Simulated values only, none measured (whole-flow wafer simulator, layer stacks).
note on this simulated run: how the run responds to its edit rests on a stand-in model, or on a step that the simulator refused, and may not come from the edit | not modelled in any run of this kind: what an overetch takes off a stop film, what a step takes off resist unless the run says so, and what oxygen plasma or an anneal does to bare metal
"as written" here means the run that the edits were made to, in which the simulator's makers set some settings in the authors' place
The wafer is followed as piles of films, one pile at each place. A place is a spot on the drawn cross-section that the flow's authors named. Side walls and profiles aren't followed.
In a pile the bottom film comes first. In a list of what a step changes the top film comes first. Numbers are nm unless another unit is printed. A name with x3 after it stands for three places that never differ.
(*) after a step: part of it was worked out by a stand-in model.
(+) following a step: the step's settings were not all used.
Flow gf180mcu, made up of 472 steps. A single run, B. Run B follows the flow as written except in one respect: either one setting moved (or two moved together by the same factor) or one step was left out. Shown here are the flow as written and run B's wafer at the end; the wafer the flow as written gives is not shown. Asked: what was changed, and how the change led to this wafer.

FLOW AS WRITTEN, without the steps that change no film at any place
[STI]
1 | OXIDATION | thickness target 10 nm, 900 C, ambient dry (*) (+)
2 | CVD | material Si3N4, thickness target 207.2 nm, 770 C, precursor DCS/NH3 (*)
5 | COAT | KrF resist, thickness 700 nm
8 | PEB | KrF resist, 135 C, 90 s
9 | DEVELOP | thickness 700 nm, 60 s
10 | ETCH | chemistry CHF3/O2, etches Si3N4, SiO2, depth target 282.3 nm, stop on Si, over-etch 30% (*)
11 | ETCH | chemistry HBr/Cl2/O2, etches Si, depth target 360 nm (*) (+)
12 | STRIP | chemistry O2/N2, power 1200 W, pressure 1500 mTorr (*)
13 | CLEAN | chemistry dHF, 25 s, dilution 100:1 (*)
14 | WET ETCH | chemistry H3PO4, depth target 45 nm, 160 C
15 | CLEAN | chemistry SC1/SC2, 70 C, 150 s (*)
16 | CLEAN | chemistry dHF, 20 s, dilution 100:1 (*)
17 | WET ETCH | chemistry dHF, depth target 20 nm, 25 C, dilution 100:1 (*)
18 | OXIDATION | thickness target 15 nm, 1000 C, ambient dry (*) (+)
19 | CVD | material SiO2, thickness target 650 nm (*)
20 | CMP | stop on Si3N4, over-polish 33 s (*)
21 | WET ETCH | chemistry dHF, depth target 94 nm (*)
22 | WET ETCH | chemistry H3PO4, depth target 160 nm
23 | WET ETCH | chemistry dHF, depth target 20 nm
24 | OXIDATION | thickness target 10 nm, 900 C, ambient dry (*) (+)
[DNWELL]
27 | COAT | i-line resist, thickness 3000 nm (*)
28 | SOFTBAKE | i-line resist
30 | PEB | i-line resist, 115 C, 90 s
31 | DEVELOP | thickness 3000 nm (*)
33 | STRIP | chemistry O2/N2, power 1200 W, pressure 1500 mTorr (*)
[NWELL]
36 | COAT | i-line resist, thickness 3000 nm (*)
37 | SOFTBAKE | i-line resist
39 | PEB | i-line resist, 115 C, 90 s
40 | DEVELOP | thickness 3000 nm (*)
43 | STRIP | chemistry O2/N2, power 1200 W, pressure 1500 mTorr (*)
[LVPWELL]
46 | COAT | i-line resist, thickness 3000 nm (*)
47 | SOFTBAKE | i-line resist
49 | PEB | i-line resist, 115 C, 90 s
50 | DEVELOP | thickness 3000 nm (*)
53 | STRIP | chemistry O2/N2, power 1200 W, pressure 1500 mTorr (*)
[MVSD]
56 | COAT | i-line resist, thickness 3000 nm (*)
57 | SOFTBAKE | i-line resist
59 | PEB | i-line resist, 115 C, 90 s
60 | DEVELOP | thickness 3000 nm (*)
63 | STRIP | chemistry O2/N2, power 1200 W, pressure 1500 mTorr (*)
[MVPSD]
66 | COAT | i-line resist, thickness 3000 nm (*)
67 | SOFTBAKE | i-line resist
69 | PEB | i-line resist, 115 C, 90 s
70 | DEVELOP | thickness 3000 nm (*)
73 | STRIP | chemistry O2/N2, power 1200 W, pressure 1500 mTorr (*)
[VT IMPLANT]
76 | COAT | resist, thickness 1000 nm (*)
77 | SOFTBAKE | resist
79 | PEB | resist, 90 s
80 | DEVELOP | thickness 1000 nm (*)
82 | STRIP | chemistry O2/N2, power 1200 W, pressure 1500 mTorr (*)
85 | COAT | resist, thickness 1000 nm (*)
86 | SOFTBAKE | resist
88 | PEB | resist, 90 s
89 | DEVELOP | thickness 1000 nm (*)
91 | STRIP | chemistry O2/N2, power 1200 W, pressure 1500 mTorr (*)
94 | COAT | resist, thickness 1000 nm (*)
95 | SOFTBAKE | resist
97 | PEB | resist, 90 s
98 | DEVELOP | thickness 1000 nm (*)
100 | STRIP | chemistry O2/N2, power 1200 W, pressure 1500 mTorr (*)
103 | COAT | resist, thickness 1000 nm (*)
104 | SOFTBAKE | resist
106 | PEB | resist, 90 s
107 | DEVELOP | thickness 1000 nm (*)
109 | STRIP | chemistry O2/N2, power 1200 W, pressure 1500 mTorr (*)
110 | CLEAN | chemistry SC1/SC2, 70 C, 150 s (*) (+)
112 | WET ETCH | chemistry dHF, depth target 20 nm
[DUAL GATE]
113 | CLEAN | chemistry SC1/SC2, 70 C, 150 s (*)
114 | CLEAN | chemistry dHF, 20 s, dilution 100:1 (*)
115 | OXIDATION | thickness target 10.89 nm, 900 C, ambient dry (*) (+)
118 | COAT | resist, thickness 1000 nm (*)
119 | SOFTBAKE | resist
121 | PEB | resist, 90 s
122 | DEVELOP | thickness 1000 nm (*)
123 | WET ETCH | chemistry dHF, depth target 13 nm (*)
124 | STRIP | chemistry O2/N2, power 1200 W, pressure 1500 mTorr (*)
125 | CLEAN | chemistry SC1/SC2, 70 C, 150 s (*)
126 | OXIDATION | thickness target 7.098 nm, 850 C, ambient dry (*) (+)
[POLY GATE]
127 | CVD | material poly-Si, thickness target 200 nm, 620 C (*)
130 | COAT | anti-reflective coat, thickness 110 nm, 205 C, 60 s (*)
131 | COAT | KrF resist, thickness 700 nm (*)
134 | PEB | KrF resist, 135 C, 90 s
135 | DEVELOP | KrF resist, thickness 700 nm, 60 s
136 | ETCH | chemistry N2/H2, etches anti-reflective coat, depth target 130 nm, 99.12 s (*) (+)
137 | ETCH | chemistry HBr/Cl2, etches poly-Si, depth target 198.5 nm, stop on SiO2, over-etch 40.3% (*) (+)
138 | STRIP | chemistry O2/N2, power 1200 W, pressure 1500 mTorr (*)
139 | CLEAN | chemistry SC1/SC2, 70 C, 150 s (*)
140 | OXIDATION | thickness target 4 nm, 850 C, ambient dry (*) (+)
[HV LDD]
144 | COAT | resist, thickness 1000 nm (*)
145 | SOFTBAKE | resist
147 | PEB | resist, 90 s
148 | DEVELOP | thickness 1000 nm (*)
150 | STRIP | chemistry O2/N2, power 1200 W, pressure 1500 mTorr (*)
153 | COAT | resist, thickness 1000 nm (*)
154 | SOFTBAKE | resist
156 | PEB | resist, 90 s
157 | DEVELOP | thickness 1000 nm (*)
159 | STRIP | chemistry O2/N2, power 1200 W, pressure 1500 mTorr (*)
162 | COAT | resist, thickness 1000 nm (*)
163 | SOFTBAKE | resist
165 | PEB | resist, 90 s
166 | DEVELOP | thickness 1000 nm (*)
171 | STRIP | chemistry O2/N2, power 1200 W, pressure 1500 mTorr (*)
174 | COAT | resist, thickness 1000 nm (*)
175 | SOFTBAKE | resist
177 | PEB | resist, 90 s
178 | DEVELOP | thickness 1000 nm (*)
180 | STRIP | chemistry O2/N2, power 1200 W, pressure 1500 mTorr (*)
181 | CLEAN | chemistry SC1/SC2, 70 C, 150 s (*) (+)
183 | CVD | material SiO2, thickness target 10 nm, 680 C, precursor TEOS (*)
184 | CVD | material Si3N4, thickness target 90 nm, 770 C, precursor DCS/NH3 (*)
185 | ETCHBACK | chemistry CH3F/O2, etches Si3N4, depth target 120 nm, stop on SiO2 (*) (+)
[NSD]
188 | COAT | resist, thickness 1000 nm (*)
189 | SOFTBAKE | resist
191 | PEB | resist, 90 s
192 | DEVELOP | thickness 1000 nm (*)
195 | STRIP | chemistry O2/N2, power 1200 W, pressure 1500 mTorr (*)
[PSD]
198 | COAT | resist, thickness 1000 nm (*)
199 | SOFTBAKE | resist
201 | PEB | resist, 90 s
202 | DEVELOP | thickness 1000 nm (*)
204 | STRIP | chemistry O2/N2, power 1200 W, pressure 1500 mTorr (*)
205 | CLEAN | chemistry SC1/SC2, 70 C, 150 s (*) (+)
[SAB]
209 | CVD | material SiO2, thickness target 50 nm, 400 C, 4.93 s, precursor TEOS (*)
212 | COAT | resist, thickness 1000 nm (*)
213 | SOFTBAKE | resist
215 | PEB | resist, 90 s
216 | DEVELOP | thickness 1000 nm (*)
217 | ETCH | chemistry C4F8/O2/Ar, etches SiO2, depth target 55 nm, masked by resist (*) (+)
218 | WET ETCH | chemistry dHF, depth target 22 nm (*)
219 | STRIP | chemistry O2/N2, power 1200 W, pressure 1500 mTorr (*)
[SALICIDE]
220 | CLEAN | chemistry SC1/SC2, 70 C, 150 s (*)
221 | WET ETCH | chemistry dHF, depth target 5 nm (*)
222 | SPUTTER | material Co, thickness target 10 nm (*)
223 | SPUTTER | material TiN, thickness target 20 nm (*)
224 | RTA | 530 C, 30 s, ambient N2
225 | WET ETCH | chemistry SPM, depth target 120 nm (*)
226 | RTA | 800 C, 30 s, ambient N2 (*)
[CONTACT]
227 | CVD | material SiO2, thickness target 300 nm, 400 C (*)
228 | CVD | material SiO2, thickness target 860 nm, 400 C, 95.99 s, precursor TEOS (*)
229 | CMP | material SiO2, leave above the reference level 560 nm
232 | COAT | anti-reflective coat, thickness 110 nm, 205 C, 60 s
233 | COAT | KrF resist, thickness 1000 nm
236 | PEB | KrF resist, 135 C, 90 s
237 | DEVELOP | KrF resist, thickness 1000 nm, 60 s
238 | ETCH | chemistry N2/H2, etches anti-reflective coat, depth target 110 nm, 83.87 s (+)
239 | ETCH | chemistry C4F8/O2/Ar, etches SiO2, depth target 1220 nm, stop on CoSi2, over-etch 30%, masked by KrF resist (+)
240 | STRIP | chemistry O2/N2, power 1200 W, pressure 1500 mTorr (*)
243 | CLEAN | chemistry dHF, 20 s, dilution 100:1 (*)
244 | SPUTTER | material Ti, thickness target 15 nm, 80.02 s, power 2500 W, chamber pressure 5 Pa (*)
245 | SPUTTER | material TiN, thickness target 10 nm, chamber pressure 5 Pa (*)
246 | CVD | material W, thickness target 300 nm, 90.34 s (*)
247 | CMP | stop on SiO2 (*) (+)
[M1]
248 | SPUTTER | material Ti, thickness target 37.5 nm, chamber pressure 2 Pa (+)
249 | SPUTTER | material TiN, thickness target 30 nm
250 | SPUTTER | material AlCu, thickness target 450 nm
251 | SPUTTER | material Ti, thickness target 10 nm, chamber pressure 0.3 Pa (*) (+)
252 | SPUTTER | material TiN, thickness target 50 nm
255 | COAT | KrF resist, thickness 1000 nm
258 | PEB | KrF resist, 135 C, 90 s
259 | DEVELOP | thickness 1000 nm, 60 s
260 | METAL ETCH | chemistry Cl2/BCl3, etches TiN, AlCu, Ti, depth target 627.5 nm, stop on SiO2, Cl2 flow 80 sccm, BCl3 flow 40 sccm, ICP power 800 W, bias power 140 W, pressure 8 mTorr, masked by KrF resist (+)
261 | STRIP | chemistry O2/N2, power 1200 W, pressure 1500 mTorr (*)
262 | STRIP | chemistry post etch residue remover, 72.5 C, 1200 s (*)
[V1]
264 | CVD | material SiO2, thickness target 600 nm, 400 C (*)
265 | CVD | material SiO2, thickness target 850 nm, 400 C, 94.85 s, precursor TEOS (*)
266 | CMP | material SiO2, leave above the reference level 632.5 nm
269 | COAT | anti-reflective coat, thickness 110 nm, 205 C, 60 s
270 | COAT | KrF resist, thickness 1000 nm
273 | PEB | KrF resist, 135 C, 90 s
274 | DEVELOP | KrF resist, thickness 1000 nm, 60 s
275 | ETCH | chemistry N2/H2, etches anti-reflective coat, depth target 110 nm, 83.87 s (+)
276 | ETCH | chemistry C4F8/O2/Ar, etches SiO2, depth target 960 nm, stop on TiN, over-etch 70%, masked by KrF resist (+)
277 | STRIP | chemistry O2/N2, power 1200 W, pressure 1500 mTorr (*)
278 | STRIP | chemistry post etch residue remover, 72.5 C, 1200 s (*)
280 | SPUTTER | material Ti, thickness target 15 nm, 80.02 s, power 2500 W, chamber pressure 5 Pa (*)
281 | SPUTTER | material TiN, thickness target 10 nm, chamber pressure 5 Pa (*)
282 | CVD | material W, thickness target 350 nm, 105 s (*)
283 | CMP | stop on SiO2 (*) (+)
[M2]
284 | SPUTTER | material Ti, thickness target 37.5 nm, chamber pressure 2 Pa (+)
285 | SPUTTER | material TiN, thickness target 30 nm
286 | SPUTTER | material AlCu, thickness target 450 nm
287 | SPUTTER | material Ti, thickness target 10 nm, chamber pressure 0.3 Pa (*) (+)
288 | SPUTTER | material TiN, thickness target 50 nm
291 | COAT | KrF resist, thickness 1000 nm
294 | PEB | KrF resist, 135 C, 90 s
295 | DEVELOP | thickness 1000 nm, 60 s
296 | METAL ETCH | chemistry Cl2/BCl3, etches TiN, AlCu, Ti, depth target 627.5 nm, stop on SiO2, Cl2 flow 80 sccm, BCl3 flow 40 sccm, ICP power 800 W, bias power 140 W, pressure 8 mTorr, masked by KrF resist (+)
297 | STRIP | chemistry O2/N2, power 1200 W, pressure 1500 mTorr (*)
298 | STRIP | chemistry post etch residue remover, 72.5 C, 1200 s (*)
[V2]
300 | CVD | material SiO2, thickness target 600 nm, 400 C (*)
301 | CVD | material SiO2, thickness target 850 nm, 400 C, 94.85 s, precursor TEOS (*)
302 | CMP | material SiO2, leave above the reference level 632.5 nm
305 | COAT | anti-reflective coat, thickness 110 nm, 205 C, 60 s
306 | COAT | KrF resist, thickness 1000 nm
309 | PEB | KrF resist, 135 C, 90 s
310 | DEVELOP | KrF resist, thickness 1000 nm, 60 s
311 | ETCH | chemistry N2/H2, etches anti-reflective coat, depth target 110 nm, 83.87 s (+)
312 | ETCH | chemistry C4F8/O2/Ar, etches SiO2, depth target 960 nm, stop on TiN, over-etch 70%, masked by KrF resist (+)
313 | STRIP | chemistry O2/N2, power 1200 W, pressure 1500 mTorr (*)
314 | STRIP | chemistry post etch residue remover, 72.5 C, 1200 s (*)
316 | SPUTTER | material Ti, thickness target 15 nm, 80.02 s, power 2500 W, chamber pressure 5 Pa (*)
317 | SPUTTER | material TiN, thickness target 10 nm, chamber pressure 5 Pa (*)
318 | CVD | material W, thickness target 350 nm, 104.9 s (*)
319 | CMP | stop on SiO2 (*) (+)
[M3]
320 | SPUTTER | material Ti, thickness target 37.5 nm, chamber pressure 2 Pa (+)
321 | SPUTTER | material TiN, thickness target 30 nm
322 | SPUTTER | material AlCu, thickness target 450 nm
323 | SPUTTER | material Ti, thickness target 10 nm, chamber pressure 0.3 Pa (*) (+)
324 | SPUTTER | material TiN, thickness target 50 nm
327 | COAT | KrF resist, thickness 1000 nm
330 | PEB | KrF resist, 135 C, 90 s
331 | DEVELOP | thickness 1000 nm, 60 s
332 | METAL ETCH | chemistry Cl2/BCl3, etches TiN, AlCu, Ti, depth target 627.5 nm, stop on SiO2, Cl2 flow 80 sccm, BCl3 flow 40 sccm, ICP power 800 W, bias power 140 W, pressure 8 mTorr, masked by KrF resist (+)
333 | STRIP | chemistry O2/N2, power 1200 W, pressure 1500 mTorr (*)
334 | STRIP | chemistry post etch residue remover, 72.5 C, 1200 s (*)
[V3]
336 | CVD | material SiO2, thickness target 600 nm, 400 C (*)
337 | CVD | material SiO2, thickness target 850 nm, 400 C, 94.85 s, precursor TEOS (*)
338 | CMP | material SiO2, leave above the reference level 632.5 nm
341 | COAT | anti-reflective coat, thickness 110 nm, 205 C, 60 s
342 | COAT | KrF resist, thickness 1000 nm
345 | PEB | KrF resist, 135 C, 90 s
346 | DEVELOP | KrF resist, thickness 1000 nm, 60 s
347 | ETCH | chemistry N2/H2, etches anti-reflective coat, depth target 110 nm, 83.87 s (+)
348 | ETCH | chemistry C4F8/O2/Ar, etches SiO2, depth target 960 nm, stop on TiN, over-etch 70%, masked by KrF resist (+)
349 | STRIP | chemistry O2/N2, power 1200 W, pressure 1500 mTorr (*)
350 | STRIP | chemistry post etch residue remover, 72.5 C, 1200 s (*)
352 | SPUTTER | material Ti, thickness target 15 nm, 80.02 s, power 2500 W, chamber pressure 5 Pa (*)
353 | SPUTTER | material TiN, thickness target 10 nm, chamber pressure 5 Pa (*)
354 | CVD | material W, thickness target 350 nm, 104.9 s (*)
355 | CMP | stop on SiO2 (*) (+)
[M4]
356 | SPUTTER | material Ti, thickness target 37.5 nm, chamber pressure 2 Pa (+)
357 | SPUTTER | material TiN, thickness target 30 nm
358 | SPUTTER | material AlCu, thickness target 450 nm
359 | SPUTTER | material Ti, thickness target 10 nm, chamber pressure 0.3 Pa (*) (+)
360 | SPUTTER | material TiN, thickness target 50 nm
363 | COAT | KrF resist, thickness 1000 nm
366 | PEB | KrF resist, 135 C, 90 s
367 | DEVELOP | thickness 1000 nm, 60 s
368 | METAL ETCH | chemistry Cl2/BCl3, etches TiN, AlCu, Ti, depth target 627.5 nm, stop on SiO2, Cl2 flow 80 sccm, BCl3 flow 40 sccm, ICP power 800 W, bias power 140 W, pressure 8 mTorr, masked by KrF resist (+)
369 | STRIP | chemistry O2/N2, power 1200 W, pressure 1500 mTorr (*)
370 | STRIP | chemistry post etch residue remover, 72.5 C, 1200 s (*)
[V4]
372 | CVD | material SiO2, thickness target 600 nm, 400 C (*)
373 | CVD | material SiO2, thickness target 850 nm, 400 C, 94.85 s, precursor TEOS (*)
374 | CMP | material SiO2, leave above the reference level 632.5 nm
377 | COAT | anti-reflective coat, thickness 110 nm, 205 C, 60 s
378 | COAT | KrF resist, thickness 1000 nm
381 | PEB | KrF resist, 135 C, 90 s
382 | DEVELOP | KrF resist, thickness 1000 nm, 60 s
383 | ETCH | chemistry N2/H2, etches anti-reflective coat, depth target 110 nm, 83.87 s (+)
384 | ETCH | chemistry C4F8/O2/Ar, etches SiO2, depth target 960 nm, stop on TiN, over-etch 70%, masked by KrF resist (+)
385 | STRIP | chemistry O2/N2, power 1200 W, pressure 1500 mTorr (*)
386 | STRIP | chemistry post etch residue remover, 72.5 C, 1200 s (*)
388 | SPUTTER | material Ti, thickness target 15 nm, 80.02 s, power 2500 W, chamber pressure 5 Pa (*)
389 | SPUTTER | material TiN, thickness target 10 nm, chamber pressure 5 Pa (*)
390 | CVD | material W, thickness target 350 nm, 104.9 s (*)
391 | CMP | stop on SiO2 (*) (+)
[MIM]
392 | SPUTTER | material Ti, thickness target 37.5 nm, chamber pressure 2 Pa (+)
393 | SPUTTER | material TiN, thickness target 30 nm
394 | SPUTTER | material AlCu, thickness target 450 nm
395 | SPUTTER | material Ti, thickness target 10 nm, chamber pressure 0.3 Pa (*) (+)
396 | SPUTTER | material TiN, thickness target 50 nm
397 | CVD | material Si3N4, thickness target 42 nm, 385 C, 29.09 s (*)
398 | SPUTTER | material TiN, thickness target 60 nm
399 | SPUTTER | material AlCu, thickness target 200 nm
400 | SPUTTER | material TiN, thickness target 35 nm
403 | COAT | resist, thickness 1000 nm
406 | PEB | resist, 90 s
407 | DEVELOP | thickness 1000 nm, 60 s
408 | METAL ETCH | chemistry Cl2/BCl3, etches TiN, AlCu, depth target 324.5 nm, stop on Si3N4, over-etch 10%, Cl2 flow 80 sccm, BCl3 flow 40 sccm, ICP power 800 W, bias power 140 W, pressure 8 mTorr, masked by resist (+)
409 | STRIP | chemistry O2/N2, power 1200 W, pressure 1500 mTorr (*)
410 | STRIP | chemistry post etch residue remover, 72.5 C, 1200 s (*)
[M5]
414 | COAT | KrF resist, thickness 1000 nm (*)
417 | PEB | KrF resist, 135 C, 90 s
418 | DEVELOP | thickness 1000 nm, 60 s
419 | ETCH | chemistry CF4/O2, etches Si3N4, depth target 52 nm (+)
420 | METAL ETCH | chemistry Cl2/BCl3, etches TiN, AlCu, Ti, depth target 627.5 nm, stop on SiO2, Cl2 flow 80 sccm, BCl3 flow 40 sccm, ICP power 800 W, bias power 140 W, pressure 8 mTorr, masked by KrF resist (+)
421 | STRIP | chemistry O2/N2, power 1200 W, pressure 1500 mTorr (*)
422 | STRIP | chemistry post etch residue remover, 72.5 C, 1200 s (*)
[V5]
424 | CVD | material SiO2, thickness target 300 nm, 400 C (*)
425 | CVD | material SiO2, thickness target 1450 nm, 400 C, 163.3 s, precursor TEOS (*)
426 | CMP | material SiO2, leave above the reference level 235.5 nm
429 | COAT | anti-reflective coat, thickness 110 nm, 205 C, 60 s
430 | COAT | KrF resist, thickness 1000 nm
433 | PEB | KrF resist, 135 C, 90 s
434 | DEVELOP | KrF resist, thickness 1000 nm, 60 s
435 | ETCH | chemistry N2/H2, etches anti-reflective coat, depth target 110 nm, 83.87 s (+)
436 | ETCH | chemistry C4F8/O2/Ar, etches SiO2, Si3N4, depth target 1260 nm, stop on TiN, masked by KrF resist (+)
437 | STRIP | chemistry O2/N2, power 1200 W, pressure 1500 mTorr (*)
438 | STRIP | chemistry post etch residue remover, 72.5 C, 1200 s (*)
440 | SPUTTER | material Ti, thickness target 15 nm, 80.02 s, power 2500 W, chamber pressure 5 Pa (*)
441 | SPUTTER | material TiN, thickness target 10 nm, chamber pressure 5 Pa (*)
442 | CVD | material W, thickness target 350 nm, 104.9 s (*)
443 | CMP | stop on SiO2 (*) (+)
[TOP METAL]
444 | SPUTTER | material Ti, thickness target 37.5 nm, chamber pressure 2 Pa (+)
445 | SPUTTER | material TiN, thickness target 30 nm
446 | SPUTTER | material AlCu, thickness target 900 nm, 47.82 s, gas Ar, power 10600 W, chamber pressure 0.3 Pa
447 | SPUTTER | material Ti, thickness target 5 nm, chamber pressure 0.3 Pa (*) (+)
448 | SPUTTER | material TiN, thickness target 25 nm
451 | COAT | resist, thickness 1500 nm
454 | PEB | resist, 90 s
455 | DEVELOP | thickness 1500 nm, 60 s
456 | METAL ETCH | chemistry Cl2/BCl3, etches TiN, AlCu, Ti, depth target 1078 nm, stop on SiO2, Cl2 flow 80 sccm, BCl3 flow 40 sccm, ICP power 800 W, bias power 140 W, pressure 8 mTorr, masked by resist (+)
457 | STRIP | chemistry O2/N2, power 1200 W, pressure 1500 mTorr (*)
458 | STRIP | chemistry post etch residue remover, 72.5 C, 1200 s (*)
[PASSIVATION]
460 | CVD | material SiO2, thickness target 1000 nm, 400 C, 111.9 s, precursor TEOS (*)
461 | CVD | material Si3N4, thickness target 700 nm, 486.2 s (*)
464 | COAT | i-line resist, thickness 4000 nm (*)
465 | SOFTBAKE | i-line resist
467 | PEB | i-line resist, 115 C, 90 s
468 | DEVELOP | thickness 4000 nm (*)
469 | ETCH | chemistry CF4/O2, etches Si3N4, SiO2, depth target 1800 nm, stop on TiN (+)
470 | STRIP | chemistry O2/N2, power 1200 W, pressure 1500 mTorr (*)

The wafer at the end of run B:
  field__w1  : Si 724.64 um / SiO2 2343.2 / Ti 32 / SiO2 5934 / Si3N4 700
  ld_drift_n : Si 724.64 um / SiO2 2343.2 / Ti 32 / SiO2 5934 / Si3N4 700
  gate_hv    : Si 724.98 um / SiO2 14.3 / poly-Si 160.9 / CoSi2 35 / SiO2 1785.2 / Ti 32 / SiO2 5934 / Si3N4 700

Cause: step 286, SPUTTER: thickness target 532 nm was run, while the flow as written has thickness target 450 nm.

Step by step, how the change led to this:
  286 | SPUTTER | material AlCu, thickness target 450 nm
      field, field__w1, field__w2 and 108 more: +532 AlCu (new film) (it would be, as written: +450 AlCu (new film))
  296 | METAL ETCH | chemistry Cl2/BCl3, etches TiN, AlCu, Ti, depth target 627.5 nm, stop on SiO2, Cl2 flow 80 sccm, BCl3 flow 40 sccm, ICP power 800 W, bias power 140 W, pressure 8 mTorr, masked by KrF resist (+)
      field, field__w1, field__w2 and 103 more: -50 TiN (all of it), -10 Ti (all of it), -532 AlCu (all of it), -30 TiN (all of it), -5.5 Ti (it would be, as written: -50 TiN (all of it), -10 Ti (all of it), -450 AlCu (all of it), -30 TiN (all of it), -37.5 Ti (all of it))
  300 | CVD | material SiO2, thickness target 600 nm, 400 C (*)
      field, field__w1, field__w2 and 103 more: +600 SiO2 (new film) (it would be, as written: +600 SiO2)
  302 | CMP | material SiO2, leave above the reference level 632.5 nm
      field, field__w1, field__w2 and 103 more: -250 SiO2 (it would be, as written: -300 SiO2)
If metal films that touch count as one body, field__w1 has 1 body; the flow as written gives 0 bodies.
If metal films that touch count as one body, ld_drift_n has 1 body; the flow as written gives 0 bodies.
If metal films that touch count as one body, gate_hv has 2 bodies (between them, from the top down: SiO2 1785.2); the flow as written gives 1 body.
